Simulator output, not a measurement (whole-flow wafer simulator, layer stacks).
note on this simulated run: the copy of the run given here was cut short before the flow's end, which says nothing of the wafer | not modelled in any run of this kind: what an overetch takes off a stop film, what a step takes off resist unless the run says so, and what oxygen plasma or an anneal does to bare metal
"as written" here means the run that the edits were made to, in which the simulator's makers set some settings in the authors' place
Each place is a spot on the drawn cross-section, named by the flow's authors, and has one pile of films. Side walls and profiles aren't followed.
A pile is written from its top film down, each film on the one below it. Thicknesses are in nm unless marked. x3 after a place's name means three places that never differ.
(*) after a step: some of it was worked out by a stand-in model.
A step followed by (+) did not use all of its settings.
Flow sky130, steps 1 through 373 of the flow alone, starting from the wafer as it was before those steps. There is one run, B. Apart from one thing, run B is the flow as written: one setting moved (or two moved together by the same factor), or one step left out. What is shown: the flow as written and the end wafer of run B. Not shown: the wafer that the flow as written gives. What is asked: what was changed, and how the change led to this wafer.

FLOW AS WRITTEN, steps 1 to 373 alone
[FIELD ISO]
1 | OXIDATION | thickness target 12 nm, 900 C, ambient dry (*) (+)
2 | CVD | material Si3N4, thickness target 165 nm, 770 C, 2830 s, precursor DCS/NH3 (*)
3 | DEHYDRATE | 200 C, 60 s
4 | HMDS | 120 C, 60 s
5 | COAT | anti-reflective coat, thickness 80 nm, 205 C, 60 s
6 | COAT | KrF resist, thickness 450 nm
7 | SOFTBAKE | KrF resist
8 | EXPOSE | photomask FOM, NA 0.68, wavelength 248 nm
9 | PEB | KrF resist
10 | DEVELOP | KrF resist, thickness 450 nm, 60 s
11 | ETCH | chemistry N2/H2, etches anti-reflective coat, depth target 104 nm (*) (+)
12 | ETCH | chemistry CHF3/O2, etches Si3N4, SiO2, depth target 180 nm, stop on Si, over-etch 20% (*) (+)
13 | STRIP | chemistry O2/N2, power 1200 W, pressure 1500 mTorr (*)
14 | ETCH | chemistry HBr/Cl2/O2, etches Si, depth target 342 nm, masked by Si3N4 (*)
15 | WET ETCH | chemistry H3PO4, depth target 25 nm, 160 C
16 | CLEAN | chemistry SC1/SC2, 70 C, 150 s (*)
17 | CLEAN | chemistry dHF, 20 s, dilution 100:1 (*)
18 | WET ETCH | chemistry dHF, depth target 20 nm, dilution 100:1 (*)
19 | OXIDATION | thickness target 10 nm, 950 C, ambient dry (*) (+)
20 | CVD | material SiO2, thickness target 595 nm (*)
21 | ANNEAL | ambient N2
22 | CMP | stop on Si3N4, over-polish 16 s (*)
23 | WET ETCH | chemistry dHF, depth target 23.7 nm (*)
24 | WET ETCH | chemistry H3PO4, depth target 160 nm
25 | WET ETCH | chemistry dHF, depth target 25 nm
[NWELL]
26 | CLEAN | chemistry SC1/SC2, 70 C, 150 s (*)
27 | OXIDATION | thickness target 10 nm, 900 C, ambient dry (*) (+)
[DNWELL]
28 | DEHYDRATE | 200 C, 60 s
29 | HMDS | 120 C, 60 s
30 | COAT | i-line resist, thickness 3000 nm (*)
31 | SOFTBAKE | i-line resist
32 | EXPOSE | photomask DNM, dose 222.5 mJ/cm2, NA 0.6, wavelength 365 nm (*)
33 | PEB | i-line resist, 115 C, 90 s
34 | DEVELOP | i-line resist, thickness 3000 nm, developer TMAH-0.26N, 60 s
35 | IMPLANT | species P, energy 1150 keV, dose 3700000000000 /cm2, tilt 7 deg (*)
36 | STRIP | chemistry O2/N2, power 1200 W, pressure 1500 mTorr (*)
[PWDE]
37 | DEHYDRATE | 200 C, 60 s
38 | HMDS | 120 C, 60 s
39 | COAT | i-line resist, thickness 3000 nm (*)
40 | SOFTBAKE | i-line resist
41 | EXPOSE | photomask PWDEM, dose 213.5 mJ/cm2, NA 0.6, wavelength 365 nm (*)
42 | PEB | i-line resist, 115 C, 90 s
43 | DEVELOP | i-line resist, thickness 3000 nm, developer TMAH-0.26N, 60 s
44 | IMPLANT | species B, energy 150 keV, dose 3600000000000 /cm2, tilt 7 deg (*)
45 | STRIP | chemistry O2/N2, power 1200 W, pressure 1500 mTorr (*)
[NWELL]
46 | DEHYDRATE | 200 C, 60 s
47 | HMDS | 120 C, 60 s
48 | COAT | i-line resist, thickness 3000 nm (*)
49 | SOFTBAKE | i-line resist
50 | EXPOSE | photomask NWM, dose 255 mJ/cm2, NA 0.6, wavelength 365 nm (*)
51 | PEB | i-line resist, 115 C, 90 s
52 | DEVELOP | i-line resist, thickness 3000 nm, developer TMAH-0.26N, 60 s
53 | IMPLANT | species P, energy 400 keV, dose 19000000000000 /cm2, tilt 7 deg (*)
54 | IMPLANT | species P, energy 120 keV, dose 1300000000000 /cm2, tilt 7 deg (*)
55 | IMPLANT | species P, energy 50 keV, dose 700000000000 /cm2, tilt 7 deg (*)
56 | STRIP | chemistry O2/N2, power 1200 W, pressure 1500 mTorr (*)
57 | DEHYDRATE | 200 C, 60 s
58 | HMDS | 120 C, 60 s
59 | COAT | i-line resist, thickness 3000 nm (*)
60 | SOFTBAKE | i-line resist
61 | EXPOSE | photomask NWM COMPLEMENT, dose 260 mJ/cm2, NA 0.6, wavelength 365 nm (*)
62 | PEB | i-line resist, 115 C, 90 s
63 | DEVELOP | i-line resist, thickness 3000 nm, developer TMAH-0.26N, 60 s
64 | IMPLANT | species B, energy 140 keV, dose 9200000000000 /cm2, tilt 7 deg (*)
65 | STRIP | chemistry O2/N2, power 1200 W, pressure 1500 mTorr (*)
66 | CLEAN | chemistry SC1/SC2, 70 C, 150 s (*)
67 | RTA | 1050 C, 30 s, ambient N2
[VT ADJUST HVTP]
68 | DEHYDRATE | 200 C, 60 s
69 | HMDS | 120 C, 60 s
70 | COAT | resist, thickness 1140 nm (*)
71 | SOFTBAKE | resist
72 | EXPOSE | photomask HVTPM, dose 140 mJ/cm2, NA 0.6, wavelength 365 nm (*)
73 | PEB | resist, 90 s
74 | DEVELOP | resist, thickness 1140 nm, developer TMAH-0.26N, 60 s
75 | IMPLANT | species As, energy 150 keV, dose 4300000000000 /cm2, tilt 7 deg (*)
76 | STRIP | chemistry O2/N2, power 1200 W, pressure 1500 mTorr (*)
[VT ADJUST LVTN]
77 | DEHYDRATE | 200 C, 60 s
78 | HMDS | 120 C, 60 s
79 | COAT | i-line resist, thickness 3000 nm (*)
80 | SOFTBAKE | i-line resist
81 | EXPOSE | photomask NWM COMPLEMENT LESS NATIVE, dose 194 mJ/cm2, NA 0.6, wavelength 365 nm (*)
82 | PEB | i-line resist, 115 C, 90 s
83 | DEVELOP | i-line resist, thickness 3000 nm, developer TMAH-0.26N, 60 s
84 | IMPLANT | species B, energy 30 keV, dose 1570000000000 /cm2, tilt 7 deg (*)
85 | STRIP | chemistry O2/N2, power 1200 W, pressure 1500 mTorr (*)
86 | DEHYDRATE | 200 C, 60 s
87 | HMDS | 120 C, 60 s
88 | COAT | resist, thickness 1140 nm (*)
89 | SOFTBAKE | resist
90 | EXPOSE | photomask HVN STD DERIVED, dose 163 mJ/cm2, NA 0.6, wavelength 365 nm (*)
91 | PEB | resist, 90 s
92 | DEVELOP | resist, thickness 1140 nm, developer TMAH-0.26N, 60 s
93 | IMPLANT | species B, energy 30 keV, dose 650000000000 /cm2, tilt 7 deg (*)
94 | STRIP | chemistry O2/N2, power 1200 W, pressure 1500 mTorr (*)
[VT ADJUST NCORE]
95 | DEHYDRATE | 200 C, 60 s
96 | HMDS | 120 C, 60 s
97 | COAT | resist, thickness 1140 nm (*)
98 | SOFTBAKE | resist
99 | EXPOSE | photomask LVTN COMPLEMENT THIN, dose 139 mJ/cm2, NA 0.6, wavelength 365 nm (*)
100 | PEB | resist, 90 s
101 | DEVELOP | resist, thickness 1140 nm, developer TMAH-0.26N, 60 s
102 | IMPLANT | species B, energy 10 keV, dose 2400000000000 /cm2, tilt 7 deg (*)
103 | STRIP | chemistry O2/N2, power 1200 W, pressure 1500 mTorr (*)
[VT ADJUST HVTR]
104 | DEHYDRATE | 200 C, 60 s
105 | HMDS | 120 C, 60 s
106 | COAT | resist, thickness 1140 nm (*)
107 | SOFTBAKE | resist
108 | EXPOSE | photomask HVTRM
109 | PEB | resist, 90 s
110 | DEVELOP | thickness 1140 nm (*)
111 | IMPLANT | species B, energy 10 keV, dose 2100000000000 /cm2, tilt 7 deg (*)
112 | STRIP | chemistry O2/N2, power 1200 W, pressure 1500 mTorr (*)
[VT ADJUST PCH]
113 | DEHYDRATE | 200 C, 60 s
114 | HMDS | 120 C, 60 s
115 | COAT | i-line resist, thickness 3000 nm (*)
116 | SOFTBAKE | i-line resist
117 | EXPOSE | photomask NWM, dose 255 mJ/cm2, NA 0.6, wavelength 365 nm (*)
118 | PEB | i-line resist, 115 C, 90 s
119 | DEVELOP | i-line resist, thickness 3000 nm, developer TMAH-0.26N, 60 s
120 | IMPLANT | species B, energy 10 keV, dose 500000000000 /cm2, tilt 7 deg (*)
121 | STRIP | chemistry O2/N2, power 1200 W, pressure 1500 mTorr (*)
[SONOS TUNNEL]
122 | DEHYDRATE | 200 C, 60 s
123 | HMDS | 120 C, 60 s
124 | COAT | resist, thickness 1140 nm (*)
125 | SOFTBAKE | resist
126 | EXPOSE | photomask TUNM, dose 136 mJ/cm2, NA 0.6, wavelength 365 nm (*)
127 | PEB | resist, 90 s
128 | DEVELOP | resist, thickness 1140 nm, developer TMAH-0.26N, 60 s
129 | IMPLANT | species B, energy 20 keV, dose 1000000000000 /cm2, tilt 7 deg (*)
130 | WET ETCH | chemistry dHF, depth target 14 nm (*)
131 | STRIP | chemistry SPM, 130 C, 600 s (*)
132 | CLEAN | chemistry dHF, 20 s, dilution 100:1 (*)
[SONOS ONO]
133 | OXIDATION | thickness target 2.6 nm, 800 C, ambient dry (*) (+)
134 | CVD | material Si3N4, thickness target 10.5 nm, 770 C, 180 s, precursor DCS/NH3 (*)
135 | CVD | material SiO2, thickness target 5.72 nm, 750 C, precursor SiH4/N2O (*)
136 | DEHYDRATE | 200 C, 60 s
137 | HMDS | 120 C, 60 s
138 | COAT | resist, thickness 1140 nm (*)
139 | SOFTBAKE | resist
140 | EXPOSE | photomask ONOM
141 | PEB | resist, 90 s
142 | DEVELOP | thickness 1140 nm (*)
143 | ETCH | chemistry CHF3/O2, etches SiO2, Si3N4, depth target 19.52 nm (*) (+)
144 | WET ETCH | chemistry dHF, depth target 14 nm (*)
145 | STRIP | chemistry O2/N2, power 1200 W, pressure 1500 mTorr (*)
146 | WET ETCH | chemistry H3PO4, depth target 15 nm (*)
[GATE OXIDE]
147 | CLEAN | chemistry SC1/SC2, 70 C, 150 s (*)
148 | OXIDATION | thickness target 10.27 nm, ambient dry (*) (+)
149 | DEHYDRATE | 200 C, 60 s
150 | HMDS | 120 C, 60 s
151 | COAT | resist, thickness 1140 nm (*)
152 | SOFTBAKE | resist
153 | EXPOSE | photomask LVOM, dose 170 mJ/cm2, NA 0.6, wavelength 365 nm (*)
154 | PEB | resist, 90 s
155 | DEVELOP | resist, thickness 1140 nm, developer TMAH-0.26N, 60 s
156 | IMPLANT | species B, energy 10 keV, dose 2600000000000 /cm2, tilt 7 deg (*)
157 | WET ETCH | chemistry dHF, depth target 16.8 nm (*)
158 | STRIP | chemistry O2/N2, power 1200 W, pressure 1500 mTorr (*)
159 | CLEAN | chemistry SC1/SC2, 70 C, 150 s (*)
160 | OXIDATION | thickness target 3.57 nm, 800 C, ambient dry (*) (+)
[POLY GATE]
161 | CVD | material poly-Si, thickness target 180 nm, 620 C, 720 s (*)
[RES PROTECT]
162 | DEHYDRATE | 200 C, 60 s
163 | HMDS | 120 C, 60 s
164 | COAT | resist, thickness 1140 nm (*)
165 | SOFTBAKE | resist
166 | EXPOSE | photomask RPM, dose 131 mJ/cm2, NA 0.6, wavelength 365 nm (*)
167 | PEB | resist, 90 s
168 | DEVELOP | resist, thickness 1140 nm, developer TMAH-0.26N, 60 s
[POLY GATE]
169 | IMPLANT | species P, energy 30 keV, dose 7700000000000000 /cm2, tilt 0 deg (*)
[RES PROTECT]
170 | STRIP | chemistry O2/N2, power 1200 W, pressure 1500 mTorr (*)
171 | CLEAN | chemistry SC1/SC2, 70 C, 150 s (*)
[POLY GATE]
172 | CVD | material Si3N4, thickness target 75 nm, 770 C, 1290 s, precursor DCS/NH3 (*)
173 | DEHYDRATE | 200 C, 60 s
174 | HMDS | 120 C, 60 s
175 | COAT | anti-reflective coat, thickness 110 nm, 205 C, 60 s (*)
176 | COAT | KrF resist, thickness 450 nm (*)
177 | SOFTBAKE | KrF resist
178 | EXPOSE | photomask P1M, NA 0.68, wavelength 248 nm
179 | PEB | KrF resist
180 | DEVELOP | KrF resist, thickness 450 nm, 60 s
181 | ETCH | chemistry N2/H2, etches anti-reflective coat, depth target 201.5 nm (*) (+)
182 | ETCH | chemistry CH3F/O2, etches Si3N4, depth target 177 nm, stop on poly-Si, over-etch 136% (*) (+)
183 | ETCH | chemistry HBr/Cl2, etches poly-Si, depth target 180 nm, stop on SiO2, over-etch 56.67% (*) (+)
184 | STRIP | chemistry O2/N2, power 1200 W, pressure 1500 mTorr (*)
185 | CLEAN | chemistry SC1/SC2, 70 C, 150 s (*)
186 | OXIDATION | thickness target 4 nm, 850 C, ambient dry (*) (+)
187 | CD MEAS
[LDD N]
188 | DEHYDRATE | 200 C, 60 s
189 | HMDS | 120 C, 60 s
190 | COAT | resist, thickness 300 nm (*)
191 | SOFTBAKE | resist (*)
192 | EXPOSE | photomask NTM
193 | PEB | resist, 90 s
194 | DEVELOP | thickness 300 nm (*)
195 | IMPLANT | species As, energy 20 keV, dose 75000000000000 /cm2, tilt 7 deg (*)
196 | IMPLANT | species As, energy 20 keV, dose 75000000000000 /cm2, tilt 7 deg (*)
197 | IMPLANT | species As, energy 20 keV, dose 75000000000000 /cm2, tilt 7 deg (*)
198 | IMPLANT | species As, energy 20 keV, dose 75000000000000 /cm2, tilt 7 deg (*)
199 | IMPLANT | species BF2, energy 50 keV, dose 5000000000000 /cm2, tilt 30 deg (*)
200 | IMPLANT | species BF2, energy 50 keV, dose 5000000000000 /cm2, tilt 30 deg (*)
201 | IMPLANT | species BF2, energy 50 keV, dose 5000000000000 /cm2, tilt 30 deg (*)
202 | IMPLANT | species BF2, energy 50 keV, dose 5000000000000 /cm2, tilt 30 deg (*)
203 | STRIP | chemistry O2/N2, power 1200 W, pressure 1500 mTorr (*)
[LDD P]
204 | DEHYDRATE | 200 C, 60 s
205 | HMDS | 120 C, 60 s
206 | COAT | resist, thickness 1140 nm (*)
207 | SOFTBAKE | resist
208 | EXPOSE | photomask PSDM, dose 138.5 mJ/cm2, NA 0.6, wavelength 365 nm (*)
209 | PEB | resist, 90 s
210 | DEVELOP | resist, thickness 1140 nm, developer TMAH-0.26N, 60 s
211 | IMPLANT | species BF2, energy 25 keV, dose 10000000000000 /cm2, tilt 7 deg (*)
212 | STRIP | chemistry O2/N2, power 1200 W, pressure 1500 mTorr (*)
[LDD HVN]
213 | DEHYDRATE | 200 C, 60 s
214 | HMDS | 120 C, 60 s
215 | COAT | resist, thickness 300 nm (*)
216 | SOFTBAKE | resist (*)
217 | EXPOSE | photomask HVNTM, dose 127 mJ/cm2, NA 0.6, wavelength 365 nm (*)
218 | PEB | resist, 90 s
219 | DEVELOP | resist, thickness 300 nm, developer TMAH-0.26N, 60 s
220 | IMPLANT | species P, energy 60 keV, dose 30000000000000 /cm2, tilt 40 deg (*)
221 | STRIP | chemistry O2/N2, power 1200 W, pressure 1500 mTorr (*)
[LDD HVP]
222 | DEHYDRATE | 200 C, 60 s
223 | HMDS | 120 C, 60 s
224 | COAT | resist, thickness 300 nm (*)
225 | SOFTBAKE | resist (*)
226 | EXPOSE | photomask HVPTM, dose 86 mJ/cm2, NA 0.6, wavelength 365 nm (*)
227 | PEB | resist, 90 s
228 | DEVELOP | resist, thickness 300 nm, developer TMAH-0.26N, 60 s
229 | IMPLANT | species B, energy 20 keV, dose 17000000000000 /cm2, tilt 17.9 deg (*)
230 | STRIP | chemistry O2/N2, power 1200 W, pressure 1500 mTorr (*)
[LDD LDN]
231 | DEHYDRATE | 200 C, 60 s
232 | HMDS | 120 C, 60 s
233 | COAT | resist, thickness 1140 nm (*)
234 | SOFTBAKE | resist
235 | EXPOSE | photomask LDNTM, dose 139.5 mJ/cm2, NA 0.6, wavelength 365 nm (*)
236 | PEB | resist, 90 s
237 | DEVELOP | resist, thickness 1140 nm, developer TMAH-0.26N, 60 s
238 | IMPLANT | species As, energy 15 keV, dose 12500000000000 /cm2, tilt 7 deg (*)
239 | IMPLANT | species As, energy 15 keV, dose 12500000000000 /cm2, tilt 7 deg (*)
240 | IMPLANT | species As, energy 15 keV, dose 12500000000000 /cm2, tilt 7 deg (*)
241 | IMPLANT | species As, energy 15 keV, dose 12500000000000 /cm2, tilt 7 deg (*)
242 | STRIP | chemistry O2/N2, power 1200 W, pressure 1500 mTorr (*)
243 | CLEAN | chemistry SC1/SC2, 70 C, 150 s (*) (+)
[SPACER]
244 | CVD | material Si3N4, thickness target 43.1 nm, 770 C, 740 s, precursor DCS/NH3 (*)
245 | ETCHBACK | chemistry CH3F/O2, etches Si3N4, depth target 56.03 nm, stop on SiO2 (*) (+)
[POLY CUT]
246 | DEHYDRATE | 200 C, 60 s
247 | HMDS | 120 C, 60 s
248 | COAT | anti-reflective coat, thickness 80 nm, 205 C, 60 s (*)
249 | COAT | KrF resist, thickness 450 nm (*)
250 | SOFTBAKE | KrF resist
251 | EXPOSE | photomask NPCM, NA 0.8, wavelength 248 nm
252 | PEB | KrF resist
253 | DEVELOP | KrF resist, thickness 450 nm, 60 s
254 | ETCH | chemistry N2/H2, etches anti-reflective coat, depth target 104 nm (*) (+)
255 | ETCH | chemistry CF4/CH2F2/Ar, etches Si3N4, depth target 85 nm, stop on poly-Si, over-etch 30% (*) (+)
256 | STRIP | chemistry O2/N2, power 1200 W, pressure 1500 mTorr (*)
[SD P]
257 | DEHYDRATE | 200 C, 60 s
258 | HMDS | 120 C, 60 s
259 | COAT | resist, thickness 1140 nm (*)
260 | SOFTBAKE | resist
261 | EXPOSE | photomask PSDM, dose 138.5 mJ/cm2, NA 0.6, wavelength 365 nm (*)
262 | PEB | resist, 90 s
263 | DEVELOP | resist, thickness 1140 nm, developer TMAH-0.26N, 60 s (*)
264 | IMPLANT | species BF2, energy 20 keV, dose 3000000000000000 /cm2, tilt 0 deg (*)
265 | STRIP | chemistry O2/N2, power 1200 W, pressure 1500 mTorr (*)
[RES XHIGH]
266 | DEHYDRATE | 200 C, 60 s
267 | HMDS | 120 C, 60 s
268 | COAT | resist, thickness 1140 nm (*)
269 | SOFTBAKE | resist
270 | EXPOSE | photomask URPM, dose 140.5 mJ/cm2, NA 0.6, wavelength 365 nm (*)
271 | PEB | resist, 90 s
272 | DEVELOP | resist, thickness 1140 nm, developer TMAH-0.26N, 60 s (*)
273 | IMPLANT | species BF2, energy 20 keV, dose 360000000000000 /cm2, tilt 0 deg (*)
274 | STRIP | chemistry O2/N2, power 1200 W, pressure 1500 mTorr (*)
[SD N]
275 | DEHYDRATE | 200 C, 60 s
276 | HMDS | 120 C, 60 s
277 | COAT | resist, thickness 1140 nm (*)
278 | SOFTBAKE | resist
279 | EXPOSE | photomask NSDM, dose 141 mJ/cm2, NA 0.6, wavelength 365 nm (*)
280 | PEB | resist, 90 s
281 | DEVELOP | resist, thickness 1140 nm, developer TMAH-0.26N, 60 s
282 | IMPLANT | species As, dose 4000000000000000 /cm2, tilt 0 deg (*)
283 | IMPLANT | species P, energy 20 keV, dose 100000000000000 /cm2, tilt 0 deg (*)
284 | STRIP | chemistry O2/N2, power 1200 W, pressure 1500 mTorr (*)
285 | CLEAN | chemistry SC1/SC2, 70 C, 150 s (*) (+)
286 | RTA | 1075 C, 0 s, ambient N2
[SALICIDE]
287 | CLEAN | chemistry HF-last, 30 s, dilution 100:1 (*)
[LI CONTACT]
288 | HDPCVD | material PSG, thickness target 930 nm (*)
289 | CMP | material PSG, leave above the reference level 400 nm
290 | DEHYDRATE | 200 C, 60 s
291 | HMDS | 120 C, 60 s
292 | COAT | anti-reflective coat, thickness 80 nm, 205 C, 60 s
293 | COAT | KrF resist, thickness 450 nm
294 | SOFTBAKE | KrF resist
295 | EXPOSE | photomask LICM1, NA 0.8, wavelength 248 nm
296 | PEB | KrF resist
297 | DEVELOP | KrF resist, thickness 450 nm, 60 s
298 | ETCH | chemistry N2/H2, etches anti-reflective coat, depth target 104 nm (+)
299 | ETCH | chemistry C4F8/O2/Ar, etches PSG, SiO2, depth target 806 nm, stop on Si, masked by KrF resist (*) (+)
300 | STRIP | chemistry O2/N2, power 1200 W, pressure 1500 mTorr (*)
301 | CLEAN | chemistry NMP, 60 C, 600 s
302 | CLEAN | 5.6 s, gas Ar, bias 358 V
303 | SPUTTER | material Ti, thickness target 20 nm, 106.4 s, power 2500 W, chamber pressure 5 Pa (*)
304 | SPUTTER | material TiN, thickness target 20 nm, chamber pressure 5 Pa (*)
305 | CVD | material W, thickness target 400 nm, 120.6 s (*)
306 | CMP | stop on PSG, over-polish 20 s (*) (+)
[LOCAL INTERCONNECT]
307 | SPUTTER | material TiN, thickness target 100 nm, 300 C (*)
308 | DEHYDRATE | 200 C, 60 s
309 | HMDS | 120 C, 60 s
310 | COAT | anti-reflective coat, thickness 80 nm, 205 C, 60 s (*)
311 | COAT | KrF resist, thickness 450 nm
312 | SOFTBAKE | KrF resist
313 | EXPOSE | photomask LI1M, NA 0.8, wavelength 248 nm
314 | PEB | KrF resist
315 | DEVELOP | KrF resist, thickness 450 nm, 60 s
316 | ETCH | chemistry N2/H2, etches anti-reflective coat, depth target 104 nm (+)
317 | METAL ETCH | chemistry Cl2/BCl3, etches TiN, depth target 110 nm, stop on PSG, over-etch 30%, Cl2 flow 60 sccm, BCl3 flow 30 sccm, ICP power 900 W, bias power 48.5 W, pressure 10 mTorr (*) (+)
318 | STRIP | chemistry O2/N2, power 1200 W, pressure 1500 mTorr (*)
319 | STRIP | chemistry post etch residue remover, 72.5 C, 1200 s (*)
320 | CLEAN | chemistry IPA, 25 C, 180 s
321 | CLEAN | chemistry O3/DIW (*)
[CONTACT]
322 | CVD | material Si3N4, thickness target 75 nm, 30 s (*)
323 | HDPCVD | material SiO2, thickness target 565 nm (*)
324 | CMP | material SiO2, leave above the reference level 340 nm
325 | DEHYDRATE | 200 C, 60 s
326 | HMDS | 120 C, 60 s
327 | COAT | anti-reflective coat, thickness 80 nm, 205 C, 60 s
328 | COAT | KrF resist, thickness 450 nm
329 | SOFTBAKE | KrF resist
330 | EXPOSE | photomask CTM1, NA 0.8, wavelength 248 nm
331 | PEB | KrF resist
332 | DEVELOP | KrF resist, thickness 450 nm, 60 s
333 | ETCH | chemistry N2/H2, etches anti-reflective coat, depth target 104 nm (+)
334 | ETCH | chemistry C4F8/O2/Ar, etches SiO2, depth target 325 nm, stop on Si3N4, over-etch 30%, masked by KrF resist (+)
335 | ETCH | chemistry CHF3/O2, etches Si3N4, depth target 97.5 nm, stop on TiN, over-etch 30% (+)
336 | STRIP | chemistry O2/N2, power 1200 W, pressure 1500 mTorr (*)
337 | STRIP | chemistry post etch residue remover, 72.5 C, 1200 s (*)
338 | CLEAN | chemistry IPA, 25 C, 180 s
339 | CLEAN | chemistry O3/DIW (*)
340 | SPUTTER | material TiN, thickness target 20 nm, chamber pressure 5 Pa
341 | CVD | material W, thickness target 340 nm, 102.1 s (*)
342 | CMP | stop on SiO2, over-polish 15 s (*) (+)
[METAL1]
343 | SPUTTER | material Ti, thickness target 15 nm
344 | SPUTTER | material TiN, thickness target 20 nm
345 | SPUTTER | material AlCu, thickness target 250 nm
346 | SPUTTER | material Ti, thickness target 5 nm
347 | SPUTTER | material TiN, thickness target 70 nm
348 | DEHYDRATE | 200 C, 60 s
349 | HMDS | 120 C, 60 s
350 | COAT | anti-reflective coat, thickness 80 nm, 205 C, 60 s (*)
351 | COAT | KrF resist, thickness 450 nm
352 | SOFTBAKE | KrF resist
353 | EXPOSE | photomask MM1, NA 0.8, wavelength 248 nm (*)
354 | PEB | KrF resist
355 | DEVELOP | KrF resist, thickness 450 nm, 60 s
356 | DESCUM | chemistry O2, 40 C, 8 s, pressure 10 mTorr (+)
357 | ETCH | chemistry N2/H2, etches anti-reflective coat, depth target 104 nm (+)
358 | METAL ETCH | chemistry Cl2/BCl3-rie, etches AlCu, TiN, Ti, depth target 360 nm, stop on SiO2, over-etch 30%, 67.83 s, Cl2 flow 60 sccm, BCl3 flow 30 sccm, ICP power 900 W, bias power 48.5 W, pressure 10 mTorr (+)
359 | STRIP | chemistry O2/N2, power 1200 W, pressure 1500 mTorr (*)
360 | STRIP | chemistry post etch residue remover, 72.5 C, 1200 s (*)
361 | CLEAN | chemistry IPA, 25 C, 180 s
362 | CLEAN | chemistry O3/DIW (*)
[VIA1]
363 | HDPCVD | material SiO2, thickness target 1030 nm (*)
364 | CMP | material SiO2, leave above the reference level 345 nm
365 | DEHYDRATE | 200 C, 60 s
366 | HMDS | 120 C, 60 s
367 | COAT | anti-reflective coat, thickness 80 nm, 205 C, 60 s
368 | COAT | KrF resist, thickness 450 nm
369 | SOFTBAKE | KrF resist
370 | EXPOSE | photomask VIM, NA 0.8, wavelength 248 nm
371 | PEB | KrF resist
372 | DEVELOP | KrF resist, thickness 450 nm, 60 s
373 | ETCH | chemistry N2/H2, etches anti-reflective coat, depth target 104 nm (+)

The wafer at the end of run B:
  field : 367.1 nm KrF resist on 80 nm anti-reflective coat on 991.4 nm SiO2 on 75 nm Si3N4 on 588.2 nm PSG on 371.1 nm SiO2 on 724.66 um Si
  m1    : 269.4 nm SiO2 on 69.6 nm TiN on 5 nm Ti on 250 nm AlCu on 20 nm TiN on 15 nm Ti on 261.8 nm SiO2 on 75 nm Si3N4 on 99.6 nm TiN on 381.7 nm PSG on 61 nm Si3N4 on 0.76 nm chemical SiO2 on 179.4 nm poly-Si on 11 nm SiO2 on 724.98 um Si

What caused this: step 373, ETCH: depth target 119 nm was run, whereas the flow has depth target 104 nm.

Step by step, how the change led to this:
  373 | ETCH | chemistry N2/H2, etches anti-reflective coat, depth target 104 nm (+)
      field, active, n_well and 186 more: KrF resist loses 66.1 (in the flow as written it would be: KrF resist loses 57.8)
